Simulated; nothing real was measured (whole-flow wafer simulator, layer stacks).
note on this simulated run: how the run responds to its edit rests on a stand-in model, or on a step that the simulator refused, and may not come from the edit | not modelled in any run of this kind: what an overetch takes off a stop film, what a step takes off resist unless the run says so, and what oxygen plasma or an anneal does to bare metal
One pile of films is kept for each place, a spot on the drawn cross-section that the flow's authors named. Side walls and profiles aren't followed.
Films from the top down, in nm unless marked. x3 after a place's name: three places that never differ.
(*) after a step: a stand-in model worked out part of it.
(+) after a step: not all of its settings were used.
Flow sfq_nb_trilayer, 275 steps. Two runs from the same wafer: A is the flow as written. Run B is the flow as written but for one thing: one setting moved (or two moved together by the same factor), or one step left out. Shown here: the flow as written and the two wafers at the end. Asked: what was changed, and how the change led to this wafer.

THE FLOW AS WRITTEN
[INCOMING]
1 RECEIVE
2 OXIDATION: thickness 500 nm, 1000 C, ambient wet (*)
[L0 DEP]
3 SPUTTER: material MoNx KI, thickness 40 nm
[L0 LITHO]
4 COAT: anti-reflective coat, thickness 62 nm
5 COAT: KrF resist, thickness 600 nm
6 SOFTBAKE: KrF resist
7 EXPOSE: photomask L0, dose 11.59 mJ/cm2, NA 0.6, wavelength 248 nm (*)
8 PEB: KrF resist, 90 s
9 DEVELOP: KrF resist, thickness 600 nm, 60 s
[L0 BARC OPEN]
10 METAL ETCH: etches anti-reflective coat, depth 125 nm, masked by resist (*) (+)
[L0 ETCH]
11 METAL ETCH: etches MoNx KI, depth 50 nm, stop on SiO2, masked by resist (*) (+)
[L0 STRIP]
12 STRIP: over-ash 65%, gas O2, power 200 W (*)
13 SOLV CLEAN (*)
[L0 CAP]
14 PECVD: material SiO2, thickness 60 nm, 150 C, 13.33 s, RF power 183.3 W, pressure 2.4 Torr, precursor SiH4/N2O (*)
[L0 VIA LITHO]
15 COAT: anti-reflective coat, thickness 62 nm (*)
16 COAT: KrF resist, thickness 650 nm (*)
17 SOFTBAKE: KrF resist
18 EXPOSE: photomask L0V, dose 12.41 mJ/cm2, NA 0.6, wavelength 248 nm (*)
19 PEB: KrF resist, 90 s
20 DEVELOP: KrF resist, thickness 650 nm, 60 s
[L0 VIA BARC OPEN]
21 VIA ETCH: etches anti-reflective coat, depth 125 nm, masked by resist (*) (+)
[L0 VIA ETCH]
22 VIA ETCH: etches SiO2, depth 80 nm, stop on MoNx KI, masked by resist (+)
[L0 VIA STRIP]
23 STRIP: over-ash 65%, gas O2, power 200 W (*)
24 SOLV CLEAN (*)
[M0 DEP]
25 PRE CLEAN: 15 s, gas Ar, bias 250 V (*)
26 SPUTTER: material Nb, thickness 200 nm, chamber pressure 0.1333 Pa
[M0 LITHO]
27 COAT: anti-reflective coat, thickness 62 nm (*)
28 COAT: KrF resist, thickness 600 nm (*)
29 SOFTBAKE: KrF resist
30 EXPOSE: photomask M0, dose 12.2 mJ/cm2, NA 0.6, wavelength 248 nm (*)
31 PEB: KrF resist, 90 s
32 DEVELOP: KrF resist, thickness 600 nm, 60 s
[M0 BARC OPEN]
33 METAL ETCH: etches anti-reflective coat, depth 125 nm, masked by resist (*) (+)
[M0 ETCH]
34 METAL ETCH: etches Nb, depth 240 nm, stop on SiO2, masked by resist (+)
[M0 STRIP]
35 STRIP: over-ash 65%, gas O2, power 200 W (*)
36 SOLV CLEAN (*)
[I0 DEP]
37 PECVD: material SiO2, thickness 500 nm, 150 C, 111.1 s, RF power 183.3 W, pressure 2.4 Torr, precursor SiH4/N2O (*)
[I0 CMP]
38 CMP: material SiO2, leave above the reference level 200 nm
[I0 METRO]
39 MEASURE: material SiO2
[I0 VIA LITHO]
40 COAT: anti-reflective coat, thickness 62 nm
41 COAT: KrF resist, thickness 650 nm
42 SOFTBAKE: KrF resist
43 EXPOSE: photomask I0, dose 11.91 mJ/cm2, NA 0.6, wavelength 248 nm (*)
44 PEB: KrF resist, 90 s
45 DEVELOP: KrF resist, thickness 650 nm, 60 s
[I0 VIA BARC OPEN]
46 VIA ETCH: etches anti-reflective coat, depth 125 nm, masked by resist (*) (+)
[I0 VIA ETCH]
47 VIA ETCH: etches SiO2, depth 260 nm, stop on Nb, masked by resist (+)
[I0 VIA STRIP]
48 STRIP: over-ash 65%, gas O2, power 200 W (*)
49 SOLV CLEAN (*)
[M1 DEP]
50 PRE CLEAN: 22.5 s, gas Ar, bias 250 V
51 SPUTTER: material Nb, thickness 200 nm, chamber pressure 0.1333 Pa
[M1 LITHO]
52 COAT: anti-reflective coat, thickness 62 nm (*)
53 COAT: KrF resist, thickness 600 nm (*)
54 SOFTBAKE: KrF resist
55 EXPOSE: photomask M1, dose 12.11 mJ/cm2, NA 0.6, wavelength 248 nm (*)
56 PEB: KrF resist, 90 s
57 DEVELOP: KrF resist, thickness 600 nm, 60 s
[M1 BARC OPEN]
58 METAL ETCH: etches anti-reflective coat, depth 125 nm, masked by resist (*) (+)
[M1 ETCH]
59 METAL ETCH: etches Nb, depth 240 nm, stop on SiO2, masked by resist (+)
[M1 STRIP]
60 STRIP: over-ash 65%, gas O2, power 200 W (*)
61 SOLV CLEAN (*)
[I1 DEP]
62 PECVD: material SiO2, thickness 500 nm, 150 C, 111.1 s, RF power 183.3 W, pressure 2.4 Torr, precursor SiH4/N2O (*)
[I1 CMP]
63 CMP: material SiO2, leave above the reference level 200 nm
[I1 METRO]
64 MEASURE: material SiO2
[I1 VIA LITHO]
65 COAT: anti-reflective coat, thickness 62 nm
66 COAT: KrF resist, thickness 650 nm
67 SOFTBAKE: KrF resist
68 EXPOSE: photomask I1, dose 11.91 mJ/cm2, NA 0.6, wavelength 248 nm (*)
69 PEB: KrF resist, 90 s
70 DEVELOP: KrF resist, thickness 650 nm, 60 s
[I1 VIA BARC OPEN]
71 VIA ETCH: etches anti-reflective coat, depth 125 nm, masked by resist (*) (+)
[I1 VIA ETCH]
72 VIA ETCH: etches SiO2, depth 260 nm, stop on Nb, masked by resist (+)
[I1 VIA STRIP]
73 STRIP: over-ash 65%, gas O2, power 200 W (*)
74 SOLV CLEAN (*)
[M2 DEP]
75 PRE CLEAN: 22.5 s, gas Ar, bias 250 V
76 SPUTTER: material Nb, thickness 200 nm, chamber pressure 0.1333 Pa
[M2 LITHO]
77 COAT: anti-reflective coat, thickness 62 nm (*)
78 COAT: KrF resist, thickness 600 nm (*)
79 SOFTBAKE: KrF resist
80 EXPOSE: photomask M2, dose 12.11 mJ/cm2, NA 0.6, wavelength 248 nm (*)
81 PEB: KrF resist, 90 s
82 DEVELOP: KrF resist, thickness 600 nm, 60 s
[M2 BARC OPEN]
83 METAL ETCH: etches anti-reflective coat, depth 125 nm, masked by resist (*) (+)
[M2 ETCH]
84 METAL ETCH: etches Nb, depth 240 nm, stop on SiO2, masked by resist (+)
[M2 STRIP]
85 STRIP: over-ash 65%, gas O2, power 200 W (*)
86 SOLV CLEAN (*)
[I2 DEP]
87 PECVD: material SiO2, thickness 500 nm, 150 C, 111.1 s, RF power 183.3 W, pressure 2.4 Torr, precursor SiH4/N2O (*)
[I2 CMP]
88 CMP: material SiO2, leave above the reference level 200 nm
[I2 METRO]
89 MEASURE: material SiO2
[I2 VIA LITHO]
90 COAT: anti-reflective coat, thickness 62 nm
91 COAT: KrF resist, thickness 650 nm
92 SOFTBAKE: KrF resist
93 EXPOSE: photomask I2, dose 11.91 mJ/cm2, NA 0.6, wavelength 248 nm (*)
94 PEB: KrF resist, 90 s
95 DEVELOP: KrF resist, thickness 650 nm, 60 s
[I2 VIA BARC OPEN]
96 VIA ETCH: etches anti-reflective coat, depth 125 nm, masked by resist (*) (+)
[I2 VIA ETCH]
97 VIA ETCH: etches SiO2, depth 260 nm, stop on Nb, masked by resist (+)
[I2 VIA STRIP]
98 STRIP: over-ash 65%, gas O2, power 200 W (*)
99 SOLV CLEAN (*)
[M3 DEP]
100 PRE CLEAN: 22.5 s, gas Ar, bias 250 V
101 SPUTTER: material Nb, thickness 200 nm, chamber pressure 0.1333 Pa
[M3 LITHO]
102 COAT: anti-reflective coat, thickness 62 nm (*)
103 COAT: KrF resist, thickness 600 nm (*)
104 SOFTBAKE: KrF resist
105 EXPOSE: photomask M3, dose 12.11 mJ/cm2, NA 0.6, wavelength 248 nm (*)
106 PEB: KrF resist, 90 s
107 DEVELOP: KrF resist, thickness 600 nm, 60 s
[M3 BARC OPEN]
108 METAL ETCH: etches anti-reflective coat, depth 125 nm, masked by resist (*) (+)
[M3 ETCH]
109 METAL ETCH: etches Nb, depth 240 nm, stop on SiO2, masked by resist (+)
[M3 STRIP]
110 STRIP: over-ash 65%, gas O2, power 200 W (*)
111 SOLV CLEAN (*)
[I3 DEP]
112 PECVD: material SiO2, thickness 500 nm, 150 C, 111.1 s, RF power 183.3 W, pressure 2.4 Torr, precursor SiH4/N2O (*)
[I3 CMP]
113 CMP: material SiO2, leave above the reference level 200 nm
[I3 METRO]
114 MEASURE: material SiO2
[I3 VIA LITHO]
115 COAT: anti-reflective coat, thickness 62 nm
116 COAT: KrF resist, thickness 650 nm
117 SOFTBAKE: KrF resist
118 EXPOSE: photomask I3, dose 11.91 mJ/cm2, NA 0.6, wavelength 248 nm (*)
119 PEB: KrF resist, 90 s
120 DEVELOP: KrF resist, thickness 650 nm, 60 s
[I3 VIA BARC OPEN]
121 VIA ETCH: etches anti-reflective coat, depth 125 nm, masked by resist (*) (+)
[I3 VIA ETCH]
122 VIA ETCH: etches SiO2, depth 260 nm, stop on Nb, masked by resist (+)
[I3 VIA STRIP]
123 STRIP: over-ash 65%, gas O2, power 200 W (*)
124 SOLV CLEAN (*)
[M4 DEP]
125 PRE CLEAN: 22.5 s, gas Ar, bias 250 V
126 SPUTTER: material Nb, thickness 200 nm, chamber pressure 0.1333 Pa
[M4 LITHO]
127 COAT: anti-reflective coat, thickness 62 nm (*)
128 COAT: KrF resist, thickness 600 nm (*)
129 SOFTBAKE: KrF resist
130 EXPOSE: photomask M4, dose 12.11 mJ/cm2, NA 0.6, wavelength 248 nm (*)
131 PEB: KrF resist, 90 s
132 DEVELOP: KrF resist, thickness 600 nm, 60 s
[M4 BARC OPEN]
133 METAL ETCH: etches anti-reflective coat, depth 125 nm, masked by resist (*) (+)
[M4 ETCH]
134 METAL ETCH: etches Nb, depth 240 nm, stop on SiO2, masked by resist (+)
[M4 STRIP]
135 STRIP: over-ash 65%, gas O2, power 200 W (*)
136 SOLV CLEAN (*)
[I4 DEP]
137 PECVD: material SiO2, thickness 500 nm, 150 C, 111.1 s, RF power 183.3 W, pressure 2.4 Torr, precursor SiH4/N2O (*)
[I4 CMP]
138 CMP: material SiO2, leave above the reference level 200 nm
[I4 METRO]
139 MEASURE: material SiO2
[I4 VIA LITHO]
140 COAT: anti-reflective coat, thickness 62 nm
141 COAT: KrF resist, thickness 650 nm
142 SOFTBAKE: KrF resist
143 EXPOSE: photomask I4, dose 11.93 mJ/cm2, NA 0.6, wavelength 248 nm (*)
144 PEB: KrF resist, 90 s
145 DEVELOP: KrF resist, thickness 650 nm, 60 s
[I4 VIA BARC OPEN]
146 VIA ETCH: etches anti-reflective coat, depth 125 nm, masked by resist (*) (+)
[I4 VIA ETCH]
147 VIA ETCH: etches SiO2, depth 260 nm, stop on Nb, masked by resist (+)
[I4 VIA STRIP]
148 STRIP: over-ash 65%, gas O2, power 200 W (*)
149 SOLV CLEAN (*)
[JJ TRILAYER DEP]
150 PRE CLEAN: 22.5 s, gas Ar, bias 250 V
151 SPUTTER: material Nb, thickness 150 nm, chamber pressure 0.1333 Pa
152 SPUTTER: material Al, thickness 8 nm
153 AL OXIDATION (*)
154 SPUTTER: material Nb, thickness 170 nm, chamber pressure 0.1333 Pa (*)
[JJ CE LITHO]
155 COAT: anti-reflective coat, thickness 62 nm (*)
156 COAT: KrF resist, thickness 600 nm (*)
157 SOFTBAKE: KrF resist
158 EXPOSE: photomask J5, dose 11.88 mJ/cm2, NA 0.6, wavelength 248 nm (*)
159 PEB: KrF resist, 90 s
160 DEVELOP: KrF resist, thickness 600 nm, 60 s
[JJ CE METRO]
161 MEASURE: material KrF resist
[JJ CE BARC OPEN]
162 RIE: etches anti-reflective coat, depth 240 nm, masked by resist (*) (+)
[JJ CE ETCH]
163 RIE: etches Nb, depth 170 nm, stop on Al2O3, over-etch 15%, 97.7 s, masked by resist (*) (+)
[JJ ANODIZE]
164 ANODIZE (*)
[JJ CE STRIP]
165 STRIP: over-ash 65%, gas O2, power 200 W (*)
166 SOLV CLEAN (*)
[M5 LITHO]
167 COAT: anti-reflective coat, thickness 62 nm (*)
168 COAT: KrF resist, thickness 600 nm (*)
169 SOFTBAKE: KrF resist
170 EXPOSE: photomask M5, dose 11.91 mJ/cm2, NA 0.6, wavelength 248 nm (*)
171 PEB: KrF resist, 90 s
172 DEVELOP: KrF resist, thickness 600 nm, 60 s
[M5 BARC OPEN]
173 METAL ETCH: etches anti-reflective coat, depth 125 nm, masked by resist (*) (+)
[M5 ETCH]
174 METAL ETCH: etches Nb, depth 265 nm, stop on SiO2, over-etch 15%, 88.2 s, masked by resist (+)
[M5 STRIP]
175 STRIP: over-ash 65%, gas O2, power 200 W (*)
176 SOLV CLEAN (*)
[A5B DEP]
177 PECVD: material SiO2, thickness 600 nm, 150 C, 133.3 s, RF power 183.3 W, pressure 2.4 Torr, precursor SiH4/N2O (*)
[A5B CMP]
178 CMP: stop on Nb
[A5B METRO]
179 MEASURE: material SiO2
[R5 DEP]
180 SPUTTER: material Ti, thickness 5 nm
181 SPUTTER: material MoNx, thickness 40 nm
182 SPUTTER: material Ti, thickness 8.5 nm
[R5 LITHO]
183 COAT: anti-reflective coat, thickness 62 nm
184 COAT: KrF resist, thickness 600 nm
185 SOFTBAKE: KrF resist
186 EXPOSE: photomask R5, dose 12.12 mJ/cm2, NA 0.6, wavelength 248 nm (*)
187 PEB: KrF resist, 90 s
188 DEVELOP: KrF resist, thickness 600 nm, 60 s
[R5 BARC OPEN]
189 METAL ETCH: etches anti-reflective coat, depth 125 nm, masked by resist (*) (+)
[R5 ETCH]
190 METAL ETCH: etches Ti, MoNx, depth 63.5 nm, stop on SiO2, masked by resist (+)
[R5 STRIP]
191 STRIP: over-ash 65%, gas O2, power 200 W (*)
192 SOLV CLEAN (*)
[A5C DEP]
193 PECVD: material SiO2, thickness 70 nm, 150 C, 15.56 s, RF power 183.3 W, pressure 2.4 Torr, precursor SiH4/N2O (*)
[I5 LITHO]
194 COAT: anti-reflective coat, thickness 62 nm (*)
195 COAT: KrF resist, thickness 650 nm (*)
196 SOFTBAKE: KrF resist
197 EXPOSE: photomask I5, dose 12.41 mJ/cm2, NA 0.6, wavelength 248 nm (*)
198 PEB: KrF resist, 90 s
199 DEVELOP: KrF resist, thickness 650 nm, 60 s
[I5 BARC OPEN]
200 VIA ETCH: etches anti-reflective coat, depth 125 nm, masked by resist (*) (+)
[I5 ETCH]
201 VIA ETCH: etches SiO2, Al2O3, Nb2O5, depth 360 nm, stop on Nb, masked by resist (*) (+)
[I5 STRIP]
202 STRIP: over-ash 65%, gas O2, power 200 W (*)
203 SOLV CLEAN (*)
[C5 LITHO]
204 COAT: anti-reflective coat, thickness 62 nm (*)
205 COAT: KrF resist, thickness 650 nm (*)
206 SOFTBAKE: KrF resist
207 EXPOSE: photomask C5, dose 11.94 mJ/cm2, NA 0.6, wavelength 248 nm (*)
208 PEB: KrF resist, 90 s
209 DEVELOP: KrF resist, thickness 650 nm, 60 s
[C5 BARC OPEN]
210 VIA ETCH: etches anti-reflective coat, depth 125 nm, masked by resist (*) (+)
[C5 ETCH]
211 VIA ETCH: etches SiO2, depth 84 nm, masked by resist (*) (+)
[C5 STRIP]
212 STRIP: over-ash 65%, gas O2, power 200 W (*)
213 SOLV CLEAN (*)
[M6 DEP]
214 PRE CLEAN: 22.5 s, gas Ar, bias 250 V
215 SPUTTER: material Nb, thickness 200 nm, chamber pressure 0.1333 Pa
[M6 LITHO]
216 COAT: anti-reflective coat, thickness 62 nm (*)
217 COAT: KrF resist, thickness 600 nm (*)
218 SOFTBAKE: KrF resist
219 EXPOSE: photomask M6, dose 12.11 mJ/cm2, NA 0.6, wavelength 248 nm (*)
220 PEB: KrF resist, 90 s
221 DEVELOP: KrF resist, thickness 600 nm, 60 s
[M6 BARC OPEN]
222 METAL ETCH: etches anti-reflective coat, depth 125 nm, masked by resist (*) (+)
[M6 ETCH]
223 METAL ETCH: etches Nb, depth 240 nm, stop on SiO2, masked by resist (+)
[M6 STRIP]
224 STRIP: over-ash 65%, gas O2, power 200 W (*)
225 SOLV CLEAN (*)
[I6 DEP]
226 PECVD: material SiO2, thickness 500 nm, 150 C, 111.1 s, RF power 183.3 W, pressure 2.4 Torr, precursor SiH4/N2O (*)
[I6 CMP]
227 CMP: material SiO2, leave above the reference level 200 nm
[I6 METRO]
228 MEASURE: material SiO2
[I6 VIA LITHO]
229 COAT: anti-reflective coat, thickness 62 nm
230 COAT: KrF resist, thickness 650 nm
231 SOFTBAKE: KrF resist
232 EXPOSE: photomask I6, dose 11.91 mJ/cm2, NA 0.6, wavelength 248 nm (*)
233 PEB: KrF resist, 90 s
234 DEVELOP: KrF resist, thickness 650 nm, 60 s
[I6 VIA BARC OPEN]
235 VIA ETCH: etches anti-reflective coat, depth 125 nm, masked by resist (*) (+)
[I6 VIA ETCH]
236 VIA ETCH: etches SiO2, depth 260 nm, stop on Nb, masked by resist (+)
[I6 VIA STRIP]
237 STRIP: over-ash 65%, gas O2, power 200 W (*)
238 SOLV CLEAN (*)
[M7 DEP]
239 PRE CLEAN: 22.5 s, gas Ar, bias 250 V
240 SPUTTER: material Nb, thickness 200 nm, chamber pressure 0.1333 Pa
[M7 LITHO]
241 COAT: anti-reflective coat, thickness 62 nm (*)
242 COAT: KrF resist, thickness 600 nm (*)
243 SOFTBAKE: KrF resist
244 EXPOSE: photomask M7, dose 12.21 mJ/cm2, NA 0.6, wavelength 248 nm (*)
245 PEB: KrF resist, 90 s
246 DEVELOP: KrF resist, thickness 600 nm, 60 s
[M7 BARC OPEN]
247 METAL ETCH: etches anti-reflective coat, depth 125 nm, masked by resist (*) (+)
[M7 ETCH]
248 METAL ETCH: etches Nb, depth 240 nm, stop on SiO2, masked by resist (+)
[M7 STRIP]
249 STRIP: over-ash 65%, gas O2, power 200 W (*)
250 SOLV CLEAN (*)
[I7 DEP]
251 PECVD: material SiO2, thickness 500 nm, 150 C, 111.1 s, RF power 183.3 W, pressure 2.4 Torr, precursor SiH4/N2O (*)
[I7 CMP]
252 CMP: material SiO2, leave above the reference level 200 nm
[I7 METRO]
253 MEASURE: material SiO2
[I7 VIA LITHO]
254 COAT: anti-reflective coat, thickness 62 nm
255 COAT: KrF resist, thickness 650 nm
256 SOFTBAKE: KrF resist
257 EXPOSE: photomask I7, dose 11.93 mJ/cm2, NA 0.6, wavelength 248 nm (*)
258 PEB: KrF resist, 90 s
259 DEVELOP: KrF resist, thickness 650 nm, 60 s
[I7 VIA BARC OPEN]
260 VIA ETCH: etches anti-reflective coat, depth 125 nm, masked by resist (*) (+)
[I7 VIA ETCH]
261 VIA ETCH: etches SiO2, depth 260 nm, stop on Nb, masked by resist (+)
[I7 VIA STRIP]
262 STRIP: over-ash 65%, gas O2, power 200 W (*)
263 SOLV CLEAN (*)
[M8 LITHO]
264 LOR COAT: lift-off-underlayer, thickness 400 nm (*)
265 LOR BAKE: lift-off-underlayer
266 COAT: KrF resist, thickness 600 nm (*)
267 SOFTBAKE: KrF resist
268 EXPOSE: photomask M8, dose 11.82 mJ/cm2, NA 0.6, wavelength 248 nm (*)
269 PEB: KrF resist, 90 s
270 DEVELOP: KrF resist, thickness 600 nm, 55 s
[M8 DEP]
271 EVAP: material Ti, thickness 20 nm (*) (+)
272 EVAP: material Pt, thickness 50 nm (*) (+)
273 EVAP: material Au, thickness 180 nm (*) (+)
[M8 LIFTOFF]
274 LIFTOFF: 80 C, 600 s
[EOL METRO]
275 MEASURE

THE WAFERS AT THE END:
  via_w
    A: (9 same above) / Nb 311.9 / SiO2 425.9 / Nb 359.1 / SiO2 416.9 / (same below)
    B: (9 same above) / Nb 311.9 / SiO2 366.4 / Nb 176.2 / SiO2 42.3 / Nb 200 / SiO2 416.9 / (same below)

The cause: step 97, VIA ETCH: depth 150 nm was run, where the flow has depth 260 nm.

How the change led to this, step by step:
  97 VIA ETCH: etches SiO2, depth 260 nm, stop on Nb, masked by resist (+)
      via_w: A SiO2 -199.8 (all of it) | B SiO2 -150
      field_l, v_sur, via_wl and 102 more: A KrF resist -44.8 | B KrF resist -25.9
  98 STRIP: over-ash 65%, gas O2, power 200 W (*)
      field_l, v_sur, via_wl and 102 more: A KrF resist -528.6 (all of it), anti-reflective coat -62 (all of it) | B KrF resist -547.6 (all of it), anti-reflective coat -62 (all of it)
  100 PRE CLEAN: 22.5 s, gas Ar, bias 250 V
      via_w: A Nb -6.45 | B SiO2 -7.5
  101 SPUTTER: material Nb, thickness 200 nm, chamber pressure 0.1333 Pa
      via_w: A Nb +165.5 | B Nb +176.2 (new film)
  102 COAT: anti-reflective coat, thickness 62 nm (*)
      via_w: A anti-reflective coat +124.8 (new film) | B anti-reflective coat +112.8 (new film)
  103 COAT: KrF resist, thickness 600 nm (*)
      via_w: A KrF resist +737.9 (new film) | B KrF resist +697.9 (new film)
  110 STRIP: over-ash 65%, gas O2, power 200 W (*)
      via_w: A KrF resist -520 (all of it), anti-reflective coat -124.8 (all of it) | B KrF resist -480.1 (all of it), anti-reflective coat -112.8 (all of it)
  112 PECVD: material SiO2, thickness 500 nm, 150 C, 111.1 s, RF power 183.3 W, pressure 2.4 Torr, precursor SiH4/N2O (*)
      via_w: A SiO2 +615 (new film) | B SiO2 +531 (new film)
  113 CMP: material SiO2, leave above the reference level 200 nm
      via_w: A SiO2 -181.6 | B SiO2 -157.1
Counting metal films that touch as one body, via_w has 6 bodies (between them, from the top down: SiO2 192.5; SiO2 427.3 / Al2O3 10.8 / Nb2O5 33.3; SiO2 366.4; SiO2 42.3; SiO2 416.9); the flow as written gives 5 bodies (between them, from the top down: SiO2 192.5; SiO2 427.3 / Al2O3 10.8 / Nb2O5 33.3; SiO2 425.9; SiO2 416.9).
